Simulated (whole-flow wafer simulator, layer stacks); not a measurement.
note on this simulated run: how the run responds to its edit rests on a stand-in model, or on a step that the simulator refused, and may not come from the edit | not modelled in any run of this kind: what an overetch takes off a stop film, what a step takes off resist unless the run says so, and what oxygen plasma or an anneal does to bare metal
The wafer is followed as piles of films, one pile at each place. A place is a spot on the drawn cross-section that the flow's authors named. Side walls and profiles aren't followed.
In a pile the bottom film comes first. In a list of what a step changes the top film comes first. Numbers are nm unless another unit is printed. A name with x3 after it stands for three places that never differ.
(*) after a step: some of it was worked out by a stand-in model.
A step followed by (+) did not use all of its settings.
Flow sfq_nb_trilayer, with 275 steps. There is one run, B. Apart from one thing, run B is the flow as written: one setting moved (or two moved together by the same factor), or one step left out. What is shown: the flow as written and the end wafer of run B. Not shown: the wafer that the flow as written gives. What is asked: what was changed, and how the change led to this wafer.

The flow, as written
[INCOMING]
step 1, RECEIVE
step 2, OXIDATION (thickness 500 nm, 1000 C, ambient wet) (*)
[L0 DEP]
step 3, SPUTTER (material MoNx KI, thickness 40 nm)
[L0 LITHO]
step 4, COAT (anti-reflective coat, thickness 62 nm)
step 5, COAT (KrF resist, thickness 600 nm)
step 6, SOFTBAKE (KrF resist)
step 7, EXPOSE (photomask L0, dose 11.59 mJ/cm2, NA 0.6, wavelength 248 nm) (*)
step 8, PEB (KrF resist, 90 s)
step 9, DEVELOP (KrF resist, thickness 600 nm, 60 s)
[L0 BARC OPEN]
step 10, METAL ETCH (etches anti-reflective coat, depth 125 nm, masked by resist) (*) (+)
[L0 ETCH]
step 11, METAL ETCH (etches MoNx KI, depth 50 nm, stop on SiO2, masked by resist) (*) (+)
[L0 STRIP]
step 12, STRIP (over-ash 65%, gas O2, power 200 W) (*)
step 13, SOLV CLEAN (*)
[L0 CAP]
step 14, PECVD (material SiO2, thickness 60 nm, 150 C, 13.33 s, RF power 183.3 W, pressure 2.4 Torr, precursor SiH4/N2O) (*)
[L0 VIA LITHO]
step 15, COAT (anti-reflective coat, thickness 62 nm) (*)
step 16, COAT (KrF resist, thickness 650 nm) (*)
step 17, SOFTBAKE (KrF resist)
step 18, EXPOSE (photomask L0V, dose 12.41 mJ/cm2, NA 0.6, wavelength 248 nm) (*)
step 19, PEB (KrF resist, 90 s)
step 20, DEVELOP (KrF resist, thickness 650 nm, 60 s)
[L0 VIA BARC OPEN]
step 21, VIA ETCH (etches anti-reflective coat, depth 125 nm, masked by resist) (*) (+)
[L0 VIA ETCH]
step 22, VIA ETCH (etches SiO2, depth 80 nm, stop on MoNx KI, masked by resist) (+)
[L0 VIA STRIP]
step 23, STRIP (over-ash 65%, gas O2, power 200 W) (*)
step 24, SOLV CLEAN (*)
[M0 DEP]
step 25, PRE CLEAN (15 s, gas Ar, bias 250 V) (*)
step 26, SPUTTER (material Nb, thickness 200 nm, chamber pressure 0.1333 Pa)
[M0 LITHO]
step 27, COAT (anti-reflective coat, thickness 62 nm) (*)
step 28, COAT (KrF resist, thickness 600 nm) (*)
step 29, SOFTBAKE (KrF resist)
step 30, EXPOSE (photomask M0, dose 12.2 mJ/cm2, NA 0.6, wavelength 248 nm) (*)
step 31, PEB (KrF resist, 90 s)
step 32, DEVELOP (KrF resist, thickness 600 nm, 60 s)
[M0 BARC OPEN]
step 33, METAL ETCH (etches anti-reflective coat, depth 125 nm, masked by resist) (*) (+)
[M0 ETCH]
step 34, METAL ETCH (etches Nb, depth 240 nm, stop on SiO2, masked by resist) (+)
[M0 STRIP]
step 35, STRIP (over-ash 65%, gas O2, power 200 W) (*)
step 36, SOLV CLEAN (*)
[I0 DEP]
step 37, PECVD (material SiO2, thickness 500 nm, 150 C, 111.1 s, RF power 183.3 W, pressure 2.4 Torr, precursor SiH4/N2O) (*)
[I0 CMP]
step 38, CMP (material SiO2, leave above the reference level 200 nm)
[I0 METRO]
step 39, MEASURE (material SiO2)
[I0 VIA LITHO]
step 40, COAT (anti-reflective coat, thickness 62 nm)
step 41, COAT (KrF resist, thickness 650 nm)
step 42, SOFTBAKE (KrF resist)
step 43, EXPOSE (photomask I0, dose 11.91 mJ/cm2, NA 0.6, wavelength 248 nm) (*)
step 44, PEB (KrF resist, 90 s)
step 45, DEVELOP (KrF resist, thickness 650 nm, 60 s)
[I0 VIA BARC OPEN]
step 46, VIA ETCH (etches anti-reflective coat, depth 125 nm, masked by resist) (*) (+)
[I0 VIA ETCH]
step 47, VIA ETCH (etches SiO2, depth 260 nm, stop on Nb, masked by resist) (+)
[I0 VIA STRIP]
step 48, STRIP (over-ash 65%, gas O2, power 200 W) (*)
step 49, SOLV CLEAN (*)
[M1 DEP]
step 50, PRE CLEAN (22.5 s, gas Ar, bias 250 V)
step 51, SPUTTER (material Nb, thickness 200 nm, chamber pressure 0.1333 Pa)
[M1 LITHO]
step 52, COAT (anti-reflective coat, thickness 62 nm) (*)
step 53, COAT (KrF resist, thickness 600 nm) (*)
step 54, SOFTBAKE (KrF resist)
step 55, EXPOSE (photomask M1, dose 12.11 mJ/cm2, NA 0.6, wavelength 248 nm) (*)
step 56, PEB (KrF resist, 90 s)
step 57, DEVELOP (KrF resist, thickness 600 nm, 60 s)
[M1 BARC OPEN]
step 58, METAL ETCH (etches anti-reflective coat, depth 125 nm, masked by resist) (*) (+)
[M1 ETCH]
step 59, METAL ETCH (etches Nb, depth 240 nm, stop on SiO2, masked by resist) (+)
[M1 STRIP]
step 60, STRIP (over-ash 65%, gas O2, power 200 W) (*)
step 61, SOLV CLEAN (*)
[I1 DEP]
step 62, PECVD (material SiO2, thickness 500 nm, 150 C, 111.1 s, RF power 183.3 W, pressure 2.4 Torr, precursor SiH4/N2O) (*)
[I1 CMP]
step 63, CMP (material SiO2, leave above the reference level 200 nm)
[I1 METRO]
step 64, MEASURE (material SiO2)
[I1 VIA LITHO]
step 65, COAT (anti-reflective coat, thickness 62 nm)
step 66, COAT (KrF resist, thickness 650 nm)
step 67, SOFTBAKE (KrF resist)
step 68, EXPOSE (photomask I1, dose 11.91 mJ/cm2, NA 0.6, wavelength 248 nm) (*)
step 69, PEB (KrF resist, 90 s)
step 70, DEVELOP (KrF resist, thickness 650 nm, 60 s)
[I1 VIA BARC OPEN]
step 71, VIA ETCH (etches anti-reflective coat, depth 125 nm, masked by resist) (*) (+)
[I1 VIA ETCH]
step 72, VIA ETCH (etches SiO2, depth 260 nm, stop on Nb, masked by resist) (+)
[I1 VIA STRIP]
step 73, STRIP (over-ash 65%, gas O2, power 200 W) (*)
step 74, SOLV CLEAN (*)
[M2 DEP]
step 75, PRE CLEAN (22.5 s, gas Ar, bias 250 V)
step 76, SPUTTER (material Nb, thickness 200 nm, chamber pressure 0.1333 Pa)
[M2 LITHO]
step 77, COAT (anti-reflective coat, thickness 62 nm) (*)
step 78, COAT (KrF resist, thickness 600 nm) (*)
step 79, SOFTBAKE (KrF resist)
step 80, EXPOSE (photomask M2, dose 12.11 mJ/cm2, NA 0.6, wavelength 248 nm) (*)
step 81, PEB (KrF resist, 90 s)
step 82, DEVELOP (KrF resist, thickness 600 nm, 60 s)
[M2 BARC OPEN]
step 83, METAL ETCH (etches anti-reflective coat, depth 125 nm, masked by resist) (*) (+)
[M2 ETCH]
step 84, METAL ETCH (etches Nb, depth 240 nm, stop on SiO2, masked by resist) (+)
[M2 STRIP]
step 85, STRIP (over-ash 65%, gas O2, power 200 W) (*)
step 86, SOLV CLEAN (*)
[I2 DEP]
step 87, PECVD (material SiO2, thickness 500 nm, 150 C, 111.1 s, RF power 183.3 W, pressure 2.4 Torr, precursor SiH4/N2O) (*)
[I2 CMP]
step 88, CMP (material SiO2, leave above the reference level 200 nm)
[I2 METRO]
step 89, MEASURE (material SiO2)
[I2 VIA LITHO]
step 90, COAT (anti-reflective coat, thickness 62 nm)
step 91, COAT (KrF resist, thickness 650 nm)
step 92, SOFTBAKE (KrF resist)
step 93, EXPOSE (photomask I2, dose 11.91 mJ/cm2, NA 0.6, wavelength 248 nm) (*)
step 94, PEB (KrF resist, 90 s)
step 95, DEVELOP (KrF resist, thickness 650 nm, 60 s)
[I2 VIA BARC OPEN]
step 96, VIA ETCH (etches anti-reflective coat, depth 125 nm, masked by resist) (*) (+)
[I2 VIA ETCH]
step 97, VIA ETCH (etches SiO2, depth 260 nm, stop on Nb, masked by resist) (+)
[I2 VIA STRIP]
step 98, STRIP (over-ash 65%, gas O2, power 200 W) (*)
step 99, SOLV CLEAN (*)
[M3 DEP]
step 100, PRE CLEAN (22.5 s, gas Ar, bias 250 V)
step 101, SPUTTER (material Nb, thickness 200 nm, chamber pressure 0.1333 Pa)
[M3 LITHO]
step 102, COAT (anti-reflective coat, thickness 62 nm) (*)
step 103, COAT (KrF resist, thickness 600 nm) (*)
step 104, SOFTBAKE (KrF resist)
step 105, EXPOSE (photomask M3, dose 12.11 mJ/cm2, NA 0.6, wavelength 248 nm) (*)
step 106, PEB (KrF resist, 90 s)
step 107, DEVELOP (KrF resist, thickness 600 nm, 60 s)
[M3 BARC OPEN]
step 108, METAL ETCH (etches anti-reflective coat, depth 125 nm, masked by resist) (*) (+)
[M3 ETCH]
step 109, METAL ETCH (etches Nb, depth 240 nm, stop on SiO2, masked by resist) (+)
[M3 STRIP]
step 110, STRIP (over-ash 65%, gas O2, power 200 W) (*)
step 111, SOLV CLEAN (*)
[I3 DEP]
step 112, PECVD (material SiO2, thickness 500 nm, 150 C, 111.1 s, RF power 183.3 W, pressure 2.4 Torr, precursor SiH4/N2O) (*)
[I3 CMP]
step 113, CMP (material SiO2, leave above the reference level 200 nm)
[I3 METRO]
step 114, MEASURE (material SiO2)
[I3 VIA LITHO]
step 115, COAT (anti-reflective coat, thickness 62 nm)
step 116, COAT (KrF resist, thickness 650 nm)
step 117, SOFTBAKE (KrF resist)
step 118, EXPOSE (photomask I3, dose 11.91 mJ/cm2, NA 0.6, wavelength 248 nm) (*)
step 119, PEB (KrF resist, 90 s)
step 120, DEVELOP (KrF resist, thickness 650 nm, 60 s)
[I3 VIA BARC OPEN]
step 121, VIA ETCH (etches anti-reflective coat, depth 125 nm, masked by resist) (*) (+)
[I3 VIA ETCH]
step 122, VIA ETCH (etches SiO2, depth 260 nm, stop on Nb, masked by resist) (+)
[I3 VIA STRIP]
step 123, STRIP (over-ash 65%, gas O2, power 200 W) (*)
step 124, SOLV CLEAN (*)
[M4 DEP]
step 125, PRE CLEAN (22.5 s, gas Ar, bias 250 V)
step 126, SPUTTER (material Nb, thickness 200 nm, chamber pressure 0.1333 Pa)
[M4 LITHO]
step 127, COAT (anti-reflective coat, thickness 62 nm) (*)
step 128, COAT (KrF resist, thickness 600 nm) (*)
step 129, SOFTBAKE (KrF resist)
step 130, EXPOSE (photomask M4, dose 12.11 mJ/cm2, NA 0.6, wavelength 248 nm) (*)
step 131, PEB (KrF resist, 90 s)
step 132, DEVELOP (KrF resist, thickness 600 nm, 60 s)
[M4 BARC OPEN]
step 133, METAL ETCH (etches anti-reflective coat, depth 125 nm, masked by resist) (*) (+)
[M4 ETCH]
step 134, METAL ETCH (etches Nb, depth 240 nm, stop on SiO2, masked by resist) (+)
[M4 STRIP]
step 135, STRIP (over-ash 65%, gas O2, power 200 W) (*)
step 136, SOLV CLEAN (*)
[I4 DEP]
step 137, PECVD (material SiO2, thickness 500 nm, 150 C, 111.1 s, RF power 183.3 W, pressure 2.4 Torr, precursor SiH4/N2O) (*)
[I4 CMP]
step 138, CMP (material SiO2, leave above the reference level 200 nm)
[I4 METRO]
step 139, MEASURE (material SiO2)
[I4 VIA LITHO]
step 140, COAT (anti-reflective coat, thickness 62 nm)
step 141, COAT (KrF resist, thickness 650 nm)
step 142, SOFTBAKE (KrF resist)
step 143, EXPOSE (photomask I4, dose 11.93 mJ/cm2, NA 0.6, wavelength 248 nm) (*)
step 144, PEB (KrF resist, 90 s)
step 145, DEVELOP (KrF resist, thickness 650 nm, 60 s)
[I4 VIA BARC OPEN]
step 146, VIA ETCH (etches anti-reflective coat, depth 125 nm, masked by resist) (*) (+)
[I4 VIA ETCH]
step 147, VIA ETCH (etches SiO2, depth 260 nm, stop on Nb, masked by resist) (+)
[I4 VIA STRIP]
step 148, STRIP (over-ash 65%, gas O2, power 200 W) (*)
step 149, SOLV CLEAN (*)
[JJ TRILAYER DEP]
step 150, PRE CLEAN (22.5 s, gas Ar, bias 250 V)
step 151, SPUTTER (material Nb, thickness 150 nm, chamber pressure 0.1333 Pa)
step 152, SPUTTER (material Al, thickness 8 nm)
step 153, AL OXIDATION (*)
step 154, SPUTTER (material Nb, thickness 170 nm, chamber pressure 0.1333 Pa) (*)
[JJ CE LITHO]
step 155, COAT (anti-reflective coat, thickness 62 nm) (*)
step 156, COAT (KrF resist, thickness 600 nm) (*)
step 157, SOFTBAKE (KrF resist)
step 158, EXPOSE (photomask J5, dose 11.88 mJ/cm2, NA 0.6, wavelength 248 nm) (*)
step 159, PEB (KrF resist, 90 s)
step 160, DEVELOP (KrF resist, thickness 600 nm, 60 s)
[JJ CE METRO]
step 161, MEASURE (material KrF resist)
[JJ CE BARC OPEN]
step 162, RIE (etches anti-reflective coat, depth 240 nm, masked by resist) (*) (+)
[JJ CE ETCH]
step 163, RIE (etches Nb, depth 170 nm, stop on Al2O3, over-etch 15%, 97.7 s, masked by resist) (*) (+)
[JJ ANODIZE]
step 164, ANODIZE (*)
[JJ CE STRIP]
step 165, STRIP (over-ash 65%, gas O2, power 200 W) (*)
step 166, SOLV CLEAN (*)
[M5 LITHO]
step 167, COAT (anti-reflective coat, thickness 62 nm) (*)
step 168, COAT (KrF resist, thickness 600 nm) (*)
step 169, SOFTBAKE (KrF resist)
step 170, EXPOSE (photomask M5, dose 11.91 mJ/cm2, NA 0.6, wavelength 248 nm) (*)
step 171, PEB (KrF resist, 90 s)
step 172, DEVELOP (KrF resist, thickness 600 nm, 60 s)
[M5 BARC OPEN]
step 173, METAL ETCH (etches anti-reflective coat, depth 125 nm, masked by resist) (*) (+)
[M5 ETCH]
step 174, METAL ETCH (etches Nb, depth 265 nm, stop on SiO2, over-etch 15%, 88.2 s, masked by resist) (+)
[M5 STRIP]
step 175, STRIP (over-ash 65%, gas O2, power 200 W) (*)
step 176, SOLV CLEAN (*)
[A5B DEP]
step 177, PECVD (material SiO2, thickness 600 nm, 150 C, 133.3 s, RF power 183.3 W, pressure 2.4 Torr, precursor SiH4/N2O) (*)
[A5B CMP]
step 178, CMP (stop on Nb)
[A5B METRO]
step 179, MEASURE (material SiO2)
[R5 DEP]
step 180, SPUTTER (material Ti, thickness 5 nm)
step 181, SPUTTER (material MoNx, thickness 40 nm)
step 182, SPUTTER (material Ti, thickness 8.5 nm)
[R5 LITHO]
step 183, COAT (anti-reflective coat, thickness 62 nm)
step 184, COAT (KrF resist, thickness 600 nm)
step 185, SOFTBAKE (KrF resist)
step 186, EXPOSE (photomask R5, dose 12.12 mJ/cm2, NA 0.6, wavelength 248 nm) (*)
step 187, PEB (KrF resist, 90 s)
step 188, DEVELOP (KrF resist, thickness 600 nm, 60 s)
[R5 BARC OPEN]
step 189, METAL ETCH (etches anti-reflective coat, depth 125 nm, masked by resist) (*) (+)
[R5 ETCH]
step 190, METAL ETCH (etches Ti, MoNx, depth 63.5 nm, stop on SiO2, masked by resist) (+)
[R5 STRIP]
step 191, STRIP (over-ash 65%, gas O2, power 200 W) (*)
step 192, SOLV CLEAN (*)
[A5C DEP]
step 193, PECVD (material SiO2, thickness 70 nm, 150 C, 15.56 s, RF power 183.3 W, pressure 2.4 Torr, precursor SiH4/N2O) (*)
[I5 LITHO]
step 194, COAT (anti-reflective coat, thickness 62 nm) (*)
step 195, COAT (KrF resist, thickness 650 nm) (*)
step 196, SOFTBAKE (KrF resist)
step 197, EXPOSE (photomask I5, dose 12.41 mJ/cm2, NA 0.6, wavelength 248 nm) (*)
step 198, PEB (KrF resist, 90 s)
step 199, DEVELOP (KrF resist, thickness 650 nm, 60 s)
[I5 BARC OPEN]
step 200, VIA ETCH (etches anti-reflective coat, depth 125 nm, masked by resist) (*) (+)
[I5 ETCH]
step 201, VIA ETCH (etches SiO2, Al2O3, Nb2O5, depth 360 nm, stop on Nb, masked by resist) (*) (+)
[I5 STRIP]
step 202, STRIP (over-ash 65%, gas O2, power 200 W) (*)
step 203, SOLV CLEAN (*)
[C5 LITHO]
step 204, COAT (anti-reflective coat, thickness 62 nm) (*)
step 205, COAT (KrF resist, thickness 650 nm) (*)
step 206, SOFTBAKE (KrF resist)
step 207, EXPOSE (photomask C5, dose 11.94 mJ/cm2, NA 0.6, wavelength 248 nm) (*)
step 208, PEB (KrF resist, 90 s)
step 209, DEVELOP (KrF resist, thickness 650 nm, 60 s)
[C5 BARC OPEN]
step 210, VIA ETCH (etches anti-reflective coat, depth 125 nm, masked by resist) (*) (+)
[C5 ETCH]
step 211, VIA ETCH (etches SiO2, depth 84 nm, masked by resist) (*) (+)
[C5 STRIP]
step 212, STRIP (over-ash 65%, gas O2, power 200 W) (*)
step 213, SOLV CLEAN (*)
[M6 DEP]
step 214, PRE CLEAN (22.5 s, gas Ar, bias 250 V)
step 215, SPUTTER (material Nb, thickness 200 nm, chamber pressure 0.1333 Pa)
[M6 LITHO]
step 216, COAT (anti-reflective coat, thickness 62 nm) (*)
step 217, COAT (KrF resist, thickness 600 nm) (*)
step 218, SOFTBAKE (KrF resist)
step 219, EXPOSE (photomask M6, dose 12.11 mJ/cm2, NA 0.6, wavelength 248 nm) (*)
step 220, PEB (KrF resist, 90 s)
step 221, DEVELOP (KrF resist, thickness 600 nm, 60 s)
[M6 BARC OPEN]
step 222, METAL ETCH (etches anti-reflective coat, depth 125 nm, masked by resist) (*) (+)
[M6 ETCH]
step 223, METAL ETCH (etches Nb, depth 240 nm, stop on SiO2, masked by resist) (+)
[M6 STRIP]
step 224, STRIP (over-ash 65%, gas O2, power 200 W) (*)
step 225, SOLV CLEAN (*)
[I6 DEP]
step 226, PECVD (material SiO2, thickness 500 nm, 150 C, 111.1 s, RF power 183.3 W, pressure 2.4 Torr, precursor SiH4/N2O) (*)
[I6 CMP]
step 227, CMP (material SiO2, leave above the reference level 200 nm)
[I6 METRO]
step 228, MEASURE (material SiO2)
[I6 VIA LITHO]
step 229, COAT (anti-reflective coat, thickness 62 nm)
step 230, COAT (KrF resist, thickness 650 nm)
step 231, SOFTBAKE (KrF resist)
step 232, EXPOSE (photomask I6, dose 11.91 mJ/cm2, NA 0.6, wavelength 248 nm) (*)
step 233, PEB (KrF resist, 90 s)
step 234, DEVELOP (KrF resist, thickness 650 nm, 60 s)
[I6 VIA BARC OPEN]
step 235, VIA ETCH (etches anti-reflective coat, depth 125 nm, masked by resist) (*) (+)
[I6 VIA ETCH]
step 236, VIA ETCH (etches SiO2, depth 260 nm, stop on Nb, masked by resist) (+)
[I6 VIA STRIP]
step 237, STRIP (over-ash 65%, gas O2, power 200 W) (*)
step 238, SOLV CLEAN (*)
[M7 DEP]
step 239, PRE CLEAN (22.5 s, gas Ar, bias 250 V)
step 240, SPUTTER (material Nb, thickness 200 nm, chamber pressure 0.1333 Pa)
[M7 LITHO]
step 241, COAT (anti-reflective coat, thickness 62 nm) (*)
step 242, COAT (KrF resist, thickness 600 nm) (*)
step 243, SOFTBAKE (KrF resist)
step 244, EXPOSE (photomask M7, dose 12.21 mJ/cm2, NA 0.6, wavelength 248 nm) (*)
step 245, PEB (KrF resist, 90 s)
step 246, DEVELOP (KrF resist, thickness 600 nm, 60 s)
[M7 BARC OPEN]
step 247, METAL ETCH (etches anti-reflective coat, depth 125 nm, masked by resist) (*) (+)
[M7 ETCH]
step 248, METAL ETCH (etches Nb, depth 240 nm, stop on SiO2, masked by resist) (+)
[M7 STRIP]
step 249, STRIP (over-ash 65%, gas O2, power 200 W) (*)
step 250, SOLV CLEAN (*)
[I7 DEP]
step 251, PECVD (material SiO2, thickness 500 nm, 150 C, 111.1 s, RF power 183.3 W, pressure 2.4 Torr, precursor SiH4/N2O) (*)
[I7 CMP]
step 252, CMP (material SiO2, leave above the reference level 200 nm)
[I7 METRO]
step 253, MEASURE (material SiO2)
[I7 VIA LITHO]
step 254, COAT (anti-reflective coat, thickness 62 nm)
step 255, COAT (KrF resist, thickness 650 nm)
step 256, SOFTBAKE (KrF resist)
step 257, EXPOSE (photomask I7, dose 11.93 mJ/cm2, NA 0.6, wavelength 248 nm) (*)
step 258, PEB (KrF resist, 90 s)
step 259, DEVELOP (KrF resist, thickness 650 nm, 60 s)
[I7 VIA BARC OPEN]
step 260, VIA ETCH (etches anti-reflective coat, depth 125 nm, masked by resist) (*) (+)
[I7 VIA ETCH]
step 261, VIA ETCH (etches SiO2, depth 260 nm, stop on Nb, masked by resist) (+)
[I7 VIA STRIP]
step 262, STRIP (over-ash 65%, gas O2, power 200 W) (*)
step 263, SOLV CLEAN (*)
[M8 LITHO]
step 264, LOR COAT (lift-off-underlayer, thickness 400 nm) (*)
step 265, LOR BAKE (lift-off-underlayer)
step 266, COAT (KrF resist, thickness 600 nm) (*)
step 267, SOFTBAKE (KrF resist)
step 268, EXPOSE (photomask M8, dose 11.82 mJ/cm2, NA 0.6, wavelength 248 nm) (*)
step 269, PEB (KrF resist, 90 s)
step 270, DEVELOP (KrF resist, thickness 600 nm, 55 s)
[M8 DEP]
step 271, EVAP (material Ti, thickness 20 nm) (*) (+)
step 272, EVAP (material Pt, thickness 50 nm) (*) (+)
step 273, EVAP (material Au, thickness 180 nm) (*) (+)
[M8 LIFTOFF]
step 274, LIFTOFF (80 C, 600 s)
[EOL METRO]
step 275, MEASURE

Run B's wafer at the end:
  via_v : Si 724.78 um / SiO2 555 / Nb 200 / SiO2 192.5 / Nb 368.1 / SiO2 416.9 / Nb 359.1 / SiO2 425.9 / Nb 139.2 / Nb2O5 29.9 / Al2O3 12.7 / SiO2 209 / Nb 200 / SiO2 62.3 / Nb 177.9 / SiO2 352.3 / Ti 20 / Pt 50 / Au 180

Cause: step 236, VIA ETCH: depth 130 nm was run, while the flow as written has depth 260 nm.

The path from the change to this, step by step:
  step 236, VIA ETCH (etches SiO2, depth 260 nm, stop on Nb, masked by resist) (+)
      via_v: -130 SiO2 (in the flow as written it would be: -199.8 SiO2 (all of it))
      field_l, v_sur, via_wl and 102 more: -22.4 KrF resist (in the flow as written it would be: -44.8 KrF resist)
  step 237, STRIP (over-ash 65%, gas O2, power 200 W) (*)
      field_l, v_sur, via_wl and 102 more: -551 KrF resist (all of it), -62 anti-reflective coat (all of it) (in the flow as written it would be: -528.6 KrF resist (all of it), -62 anti-reflective coat (all of it))
  step 239, PRE CLEAN (22.5 s, gas Ar, bias 250 V)
      via_v: -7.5 SiO2 (in the flow as written it would be: -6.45 Nb)
  step 240, SPUTTER (material Nb, thickness 200 nm, chamber pressure 0.1333 Pa)
      via_v: +177.9 Nb (new film) (in the flow as written it would be: +161.1 Nb)
  step 241, COAT (anti-reflective coat, thickness 62 nm) (*)
      via_sp: +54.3 anti-reflective coat (new film) (in the flow as written it would be: +53.1 anti-reflective coat (new film))
      via_v: +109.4 anti-reflective coat (new film) (in the flow as written it would be: +126 anti-reflective coat (new film))
      (also at 1 further place)
  step 242, COAT (KrF resist, thickness 600 nm) (*)
      via_v: +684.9 KrF resist (new film) (in the flow as written it would be: +742.5 KrF resist (new film))
  step 249, STRIP (over-ash 65%, gas O2, power 200 W) (*)
      via_sp: -378.5 KrF resist (all of it), -54.3 anti-reflective coat (all of it) (in the flow as written it would be: -373.6 KrF resist (all of it), -53.1 anti-reflective coat (all of it))
      via_v: -467.1 KrF resist (all of it), -109.4 anti-reflective coat (all of it) (in the flow as written it would be: -524.5 KrF resist (all of it), -126 anti-reflective coat (all of it))
      (also at 1 further place)
  step 251, PECVD (material SiO2, thickness 500 nm, 150 C, 111.1 s, RF power 183.3 W, pressure 2.4 Torr, precursor SiH4/N2O) (*)
      via_v: +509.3 SiO2 (new film) (in the flow as written it would be: +621 SiO2 (new film))
  step 252, CMP (material SiO2, leave above the reference level 200 nm)
      via_v: -157.1 SiO2 (in the flow as written it would be: -183.1 SiO2)
Taking metal films that touch as one body, via_v has 7 bodies (between them, from the top down: SiO2 352.3; SiO2 62.3; SiO2 209 / Al2O3 12.7 / Nb2O5 29.9; SiO2 425.9; SiO2 416.9; SiO2 192.5); the flow as written gives 6 bodies (between them, from the top down: SiO2 437.8; SiO2 209 / Al2O3 12.7 / Nb2O5 29.9; SiO2 425.9; SiO2 416.9; SiO2 192.5).
